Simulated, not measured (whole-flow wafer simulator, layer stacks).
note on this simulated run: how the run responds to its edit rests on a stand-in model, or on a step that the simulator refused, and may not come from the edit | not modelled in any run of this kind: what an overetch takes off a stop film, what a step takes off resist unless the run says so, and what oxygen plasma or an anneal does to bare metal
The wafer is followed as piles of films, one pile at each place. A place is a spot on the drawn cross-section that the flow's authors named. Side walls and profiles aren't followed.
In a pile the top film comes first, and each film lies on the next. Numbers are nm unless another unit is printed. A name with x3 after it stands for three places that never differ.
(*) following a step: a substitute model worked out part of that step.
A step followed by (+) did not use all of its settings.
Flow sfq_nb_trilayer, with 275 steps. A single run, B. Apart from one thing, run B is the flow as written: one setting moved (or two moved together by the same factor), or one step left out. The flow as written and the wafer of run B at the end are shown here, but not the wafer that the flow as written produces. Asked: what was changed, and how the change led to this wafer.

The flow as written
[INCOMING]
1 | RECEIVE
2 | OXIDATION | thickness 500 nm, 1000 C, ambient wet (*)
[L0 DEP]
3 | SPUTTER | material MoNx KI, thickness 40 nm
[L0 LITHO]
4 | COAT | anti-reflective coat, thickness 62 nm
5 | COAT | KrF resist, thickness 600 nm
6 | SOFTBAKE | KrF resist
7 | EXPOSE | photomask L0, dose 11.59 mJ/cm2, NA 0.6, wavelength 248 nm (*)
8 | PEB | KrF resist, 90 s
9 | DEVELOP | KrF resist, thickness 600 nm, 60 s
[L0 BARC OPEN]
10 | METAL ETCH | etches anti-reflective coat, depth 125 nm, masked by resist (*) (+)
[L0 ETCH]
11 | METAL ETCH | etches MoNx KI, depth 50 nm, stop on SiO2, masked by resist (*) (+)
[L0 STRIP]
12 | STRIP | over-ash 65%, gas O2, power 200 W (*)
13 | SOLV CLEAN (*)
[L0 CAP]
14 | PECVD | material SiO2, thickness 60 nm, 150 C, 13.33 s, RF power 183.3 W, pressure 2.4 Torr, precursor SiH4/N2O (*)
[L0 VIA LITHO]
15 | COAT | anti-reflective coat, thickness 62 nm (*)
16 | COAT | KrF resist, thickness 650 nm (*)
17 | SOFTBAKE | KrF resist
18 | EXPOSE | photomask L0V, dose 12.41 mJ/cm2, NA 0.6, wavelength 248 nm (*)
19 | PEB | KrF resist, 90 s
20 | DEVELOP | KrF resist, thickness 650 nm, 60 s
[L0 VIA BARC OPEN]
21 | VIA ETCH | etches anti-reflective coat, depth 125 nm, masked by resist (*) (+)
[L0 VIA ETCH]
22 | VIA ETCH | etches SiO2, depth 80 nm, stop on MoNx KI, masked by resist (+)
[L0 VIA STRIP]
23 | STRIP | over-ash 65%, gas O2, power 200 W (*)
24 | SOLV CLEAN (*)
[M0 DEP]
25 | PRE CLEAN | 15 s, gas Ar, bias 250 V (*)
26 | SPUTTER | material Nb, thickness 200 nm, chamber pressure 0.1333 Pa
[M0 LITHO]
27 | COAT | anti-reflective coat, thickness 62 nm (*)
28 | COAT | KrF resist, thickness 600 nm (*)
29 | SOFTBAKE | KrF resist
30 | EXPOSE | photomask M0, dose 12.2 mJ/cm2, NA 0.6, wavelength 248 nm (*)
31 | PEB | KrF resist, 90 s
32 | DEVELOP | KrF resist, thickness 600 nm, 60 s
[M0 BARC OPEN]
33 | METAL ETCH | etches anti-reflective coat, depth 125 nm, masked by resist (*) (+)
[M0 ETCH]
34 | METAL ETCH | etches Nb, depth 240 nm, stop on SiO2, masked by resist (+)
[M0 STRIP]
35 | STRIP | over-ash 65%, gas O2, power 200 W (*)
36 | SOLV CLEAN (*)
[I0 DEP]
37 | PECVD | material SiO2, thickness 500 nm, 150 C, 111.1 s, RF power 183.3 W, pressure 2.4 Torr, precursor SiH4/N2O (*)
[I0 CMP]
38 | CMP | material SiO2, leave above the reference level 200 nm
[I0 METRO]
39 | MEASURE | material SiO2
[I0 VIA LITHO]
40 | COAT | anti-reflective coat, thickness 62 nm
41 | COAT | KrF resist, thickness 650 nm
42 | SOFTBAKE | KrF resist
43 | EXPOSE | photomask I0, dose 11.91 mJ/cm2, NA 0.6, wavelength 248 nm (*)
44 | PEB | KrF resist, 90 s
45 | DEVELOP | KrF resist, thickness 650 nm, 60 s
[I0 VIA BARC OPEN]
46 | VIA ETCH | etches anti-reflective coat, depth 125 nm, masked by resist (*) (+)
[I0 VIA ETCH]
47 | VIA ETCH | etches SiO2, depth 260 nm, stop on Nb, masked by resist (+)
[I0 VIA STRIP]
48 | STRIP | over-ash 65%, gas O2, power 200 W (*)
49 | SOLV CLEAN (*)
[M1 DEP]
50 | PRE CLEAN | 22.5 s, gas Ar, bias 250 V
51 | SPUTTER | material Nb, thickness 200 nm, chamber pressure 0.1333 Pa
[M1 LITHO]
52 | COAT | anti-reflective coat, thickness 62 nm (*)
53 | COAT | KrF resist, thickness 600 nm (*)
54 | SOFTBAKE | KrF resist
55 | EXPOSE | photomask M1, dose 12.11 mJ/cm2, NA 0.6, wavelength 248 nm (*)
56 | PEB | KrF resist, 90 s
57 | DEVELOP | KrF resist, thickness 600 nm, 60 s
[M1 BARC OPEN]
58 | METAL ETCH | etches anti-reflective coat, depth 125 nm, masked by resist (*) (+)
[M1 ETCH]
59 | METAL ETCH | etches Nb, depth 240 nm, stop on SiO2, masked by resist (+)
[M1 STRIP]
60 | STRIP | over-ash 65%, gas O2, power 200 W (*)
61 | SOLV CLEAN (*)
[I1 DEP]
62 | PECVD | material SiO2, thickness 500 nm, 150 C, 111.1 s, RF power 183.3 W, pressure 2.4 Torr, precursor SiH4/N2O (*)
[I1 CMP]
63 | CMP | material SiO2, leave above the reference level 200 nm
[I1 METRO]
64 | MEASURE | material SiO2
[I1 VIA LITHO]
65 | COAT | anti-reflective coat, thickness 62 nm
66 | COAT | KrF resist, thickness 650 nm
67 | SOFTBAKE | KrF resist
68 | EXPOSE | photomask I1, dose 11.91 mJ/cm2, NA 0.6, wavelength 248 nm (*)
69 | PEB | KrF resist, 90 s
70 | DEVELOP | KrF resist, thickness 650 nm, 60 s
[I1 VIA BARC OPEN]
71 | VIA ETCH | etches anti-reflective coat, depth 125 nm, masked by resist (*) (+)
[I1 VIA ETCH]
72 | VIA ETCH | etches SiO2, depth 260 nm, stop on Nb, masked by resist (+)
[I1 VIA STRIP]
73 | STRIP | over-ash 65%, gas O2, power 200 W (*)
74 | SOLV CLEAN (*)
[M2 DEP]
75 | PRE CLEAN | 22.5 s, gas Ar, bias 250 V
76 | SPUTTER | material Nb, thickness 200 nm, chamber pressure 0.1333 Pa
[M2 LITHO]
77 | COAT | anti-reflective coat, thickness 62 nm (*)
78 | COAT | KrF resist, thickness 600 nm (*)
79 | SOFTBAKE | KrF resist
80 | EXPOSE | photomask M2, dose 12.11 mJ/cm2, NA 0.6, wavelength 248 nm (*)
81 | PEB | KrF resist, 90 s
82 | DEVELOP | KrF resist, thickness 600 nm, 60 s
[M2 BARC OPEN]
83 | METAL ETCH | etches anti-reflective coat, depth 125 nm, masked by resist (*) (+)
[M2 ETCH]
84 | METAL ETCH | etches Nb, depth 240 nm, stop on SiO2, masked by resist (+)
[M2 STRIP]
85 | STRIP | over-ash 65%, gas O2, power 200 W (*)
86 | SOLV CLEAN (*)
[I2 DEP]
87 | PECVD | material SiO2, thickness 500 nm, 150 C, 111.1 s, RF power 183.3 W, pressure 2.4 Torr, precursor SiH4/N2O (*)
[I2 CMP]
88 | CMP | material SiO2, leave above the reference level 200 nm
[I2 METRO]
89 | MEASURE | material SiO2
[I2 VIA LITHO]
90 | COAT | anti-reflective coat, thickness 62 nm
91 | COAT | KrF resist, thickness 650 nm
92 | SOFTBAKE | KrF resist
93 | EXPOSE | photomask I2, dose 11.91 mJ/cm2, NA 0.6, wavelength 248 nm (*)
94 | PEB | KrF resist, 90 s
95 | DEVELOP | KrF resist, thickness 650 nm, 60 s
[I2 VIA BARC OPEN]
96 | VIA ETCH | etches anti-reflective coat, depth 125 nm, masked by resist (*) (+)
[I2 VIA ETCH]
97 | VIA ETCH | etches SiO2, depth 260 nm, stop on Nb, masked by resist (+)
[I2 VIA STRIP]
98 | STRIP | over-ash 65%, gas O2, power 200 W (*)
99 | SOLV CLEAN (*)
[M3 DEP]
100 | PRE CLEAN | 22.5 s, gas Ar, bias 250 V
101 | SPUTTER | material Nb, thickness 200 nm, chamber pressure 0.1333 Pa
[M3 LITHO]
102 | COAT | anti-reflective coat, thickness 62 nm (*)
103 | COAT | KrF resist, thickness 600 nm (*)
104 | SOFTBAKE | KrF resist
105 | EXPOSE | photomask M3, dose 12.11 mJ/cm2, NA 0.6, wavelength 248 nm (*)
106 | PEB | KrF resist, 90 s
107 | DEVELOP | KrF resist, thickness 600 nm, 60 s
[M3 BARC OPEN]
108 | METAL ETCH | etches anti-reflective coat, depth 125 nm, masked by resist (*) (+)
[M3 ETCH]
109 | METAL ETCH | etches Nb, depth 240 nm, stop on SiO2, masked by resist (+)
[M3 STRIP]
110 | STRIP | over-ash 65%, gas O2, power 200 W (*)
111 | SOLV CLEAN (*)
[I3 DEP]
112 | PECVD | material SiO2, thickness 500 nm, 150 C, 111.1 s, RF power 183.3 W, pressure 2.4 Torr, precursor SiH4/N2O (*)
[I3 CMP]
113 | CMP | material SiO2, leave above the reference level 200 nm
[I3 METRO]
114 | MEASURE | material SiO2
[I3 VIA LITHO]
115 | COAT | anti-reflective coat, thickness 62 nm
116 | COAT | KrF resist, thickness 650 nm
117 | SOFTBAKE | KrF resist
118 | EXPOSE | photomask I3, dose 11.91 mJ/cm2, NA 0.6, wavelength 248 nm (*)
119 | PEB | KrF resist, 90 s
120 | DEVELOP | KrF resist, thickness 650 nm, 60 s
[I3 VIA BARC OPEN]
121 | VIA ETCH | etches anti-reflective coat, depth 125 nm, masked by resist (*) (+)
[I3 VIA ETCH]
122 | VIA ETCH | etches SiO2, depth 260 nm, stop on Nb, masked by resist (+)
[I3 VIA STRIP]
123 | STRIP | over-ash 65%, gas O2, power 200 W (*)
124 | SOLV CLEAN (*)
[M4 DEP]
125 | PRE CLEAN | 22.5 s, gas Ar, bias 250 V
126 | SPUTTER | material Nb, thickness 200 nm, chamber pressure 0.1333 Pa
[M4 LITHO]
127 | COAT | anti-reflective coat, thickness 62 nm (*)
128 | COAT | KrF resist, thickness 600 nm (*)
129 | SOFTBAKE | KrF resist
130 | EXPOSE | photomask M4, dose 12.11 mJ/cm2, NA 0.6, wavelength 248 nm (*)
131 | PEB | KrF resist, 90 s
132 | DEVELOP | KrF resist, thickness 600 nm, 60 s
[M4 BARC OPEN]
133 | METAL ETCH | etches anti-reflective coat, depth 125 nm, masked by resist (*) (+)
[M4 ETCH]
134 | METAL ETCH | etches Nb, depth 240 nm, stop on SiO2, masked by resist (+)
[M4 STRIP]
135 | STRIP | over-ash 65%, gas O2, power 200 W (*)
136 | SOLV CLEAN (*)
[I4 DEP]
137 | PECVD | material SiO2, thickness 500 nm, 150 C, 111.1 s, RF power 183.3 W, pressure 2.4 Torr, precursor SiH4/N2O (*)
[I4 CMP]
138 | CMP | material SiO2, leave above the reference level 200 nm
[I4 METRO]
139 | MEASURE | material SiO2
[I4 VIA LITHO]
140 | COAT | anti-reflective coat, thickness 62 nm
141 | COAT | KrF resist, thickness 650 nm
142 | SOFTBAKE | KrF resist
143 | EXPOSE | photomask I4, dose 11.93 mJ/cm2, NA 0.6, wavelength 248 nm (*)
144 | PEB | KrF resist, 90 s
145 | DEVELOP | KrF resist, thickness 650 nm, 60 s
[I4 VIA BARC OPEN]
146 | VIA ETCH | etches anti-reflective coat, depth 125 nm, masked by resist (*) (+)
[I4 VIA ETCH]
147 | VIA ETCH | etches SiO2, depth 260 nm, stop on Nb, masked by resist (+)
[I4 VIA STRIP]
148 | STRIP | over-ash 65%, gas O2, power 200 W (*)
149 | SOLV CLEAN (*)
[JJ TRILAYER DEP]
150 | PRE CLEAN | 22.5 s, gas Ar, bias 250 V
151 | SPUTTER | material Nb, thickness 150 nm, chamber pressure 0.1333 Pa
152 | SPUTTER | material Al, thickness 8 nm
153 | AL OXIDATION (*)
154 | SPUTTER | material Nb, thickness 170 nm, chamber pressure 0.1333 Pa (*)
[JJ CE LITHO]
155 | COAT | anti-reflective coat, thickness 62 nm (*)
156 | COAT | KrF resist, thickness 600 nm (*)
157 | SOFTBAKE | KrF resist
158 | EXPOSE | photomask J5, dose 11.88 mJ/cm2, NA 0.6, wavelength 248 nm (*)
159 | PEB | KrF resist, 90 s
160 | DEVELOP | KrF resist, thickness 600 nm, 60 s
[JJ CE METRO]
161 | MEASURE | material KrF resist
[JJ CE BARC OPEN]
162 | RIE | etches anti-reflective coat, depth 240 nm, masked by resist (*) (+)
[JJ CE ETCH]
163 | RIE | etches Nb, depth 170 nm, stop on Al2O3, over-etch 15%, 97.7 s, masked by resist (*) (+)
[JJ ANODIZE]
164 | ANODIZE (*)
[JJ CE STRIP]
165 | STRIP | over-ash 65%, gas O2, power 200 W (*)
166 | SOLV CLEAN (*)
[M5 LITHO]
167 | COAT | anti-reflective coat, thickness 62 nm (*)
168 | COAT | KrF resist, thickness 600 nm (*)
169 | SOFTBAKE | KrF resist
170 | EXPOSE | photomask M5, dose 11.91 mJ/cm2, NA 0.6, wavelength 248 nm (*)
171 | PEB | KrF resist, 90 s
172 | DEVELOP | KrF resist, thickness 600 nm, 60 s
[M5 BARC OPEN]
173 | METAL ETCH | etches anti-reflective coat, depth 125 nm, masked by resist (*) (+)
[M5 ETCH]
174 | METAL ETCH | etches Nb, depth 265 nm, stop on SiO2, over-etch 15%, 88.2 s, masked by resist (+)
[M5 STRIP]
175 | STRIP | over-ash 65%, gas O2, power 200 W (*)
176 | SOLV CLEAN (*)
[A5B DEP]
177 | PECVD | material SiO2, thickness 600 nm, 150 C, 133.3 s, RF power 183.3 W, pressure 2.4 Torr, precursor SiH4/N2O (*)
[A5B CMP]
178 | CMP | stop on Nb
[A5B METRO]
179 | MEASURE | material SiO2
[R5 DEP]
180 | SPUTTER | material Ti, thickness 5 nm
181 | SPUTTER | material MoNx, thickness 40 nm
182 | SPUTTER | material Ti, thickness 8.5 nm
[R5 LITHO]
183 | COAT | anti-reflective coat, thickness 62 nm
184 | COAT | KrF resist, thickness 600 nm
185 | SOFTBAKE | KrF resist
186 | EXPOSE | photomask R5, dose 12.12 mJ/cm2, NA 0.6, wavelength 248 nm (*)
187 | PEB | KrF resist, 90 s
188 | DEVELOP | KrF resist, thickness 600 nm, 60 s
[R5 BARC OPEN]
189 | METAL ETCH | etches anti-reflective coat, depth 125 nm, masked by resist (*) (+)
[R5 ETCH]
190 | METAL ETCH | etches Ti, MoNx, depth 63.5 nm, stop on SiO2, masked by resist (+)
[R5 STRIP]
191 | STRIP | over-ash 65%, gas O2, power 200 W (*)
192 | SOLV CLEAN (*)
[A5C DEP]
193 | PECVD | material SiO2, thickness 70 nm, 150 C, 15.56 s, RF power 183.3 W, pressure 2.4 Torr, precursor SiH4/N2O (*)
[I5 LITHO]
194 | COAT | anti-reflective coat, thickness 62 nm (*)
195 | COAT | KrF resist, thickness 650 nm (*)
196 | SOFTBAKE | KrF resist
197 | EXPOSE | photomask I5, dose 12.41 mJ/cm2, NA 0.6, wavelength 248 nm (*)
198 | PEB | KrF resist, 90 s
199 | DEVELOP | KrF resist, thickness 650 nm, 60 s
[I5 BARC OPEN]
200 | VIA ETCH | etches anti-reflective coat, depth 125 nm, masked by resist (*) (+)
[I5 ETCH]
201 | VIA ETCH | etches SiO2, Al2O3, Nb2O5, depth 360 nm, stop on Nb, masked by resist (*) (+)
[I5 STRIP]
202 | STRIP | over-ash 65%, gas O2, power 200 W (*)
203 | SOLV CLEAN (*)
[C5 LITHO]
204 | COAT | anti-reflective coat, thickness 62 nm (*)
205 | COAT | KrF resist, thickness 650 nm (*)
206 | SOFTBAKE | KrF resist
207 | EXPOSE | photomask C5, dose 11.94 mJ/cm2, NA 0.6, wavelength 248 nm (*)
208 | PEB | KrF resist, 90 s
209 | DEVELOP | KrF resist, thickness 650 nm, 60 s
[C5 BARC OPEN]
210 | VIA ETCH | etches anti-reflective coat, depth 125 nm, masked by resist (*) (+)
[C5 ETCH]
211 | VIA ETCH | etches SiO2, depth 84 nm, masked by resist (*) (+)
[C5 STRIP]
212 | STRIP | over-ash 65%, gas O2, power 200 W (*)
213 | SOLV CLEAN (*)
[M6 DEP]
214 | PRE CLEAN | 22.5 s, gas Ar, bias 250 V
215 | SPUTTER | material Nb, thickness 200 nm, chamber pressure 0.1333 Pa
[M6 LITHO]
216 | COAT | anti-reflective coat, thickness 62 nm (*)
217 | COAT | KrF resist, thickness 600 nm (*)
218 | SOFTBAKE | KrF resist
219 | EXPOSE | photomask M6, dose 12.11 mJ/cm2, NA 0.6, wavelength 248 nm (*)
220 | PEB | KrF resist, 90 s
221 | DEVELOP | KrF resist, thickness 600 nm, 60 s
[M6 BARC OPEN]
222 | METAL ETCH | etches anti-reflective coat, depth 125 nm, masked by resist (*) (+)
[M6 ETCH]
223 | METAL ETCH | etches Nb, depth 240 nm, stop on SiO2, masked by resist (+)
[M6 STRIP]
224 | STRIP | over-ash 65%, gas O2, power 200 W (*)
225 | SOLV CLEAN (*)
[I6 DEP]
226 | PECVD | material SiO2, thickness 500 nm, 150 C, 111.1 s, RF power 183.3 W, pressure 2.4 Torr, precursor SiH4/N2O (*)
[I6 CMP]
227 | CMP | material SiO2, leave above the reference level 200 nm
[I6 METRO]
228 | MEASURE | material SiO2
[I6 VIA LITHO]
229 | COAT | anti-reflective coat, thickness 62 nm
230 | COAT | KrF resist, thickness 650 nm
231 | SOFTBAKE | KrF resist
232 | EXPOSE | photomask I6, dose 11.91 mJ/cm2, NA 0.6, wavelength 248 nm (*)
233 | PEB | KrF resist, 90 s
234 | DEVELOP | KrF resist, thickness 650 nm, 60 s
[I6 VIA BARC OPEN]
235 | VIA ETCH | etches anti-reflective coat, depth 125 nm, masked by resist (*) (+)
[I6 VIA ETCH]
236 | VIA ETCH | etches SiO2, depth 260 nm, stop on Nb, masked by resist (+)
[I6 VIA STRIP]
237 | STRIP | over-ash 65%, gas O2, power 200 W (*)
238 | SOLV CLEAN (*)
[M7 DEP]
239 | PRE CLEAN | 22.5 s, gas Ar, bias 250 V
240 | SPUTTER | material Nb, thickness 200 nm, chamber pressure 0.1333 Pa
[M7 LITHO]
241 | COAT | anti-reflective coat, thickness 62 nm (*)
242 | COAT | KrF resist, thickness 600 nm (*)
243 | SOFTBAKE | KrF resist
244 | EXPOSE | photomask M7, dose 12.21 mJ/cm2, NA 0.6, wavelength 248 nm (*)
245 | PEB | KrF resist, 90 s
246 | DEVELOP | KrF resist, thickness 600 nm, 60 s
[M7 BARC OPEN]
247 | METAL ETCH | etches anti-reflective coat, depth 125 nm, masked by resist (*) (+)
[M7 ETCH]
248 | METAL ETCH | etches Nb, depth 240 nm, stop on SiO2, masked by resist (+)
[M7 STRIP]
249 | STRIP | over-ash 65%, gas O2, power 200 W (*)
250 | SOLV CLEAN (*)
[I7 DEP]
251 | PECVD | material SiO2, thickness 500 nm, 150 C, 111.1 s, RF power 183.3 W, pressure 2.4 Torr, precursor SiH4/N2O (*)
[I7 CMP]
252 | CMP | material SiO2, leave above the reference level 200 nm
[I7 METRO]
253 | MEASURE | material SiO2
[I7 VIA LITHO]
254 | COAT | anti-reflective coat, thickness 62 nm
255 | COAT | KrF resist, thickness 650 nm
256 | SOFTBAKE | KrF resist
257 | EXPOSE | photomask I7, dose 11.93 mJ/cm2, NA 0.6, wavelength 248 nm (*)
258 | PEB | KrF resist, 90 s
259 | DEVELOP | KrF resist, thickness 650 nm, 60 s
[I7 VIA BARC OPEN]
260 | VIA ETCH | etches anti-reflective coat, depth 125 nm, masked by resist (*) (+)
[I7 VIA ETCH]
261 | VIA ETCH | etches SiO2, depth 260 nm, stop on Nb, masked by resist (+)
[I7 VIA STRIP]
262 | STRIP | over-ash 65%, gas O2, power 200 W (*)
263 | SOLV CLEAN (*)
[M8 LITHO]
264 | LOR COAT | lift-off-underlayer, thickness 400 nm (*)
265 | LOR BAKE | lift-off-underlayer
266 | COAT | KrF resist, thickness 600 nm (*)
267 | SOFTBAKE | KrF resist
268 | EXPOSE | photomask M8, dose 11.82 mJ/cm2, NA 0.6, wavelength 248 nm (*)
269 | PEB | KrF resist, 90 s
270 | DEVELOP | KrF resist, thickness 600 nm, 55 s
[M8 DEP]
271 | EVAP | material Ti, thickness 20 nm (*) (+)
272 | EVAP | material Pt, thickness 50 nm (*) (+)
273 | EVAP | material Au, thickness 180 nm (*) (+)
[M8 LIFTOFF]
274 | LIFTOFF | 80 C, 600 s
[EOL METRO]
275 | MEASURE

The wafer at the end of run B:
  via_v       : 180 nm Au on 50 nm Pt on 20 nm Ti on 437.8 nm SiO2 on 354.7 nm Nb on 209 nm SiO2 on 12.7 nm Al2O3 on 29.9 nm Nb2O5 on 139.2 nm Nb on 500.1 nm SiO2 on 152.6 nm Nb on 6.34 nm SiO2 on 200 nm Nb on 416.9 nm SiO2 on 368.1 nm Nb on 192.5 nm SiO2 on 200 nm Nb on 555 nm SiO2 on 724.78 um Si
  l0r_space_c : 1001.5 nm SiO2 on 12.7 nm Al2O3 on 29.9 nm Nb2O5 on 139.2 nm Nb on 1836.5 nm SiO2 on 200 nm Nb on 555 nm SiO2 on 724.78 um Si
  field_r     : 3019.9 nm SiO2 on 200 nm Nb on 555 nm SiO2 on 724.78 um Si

What caused this: step 113, CMP: leave above the reference level 274 nm was run, whereas the flow has leave above the reference level 200 nm.

How this came from the change, step by step:
  113 | CMP | material SiO2, leave above the reference level 200 nm
      field_l, be, be_sur and 64 more: -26 SiO2 (as written it would have been: -100 SiO2)
      v_sur, via_wl, via_wr and 27 more: -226 SiO2 (as written it would have been: -300 SiO2)
      (as well as at 9 more places)
  122 | VIA ETCH | etches SiO2, depth 260 nm, stop on Nb, masked by resist (+)
      via_v: -260 SiO2 (as written it would have been: -199.8 SiO2 (all of it))
  125 | PRE CLEAN | 22.5 s, gas Ar, bias 250 V
      via_v: -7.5 SiO2 (as written it would have been: -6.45 Nb)
  126 | SPUTTER | material Nb, thickness 200 nm, chamber pressure 0.1333 Pa
      via_v: +152.6 Nb (new film) (as written it would have been: +165.5 Nb)
  127 | COAT | anti-reflective coat, thickness 62 nm (*)
      via_sp: +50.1 anti-reflective coat (new film) (as written it would have been: +53 anti-reflective coat (new film))
      via_v: +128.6 anti-reflective coat (new film) (as written it would have been: +124.8 anti-reflective coat (new film))
      (as well as at 1 more place)
  128 | COAT | KrF resist, thickness 600 nm (*)
      via_v: +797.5 KrF resist (new film) (as written it would have been: +739.8 KrF resist (new film))
  135 | STRIP | over-ash 65%, gas O2, power 200 W (*)
      via_sp: -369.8 KrF resist (all of it), -50.1 anti-reflective coat (all of it) (as written it would have been: -373.9 KrF resist (all of it), -53 anti-reflective coat (all of it))
      via_v: -579.3 KrF resist (all of it), -128.6 anti-reflective coat (all of it) (as written it would have been: -521.8 KrF resist (all of it), -124.8 anti-reflective coat (all of it))
      (as well as at 1 more place)
  137 | PECVD | material SiO2, thickness 500 nm, 150 C, 111.1 s, RF power 183.3 W, pressure 2.4 Torr, precursor SiH4/N2O (*)
      via_v: +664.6 SiO2 (new film) (as written it would have been: +615 SiO2 (new film))
  138 | CMP | material SiO2, leave above the reference level 200 nm
      via_v: -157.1 SiO2 (as written it would have been: -181.6 SiO2)
Taking metal films that touch as one body, via_v has 7 bodies (between them, from the top down: SiO2 437.8; SiO2 209 / Al2O3 12.7 / Nb2O5 29.9; SiO2 500.1; SiO2 6.34; SiO2 416.9; SiO2 192.5); the flow as written gives 6 bodies (between them, from the top down: SiO2 437.8; SiO2 209 / Al2O3 12.7 / Nb2O5 29.9; SiO2 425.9; SiO2 416.9; SiO2 192.5).
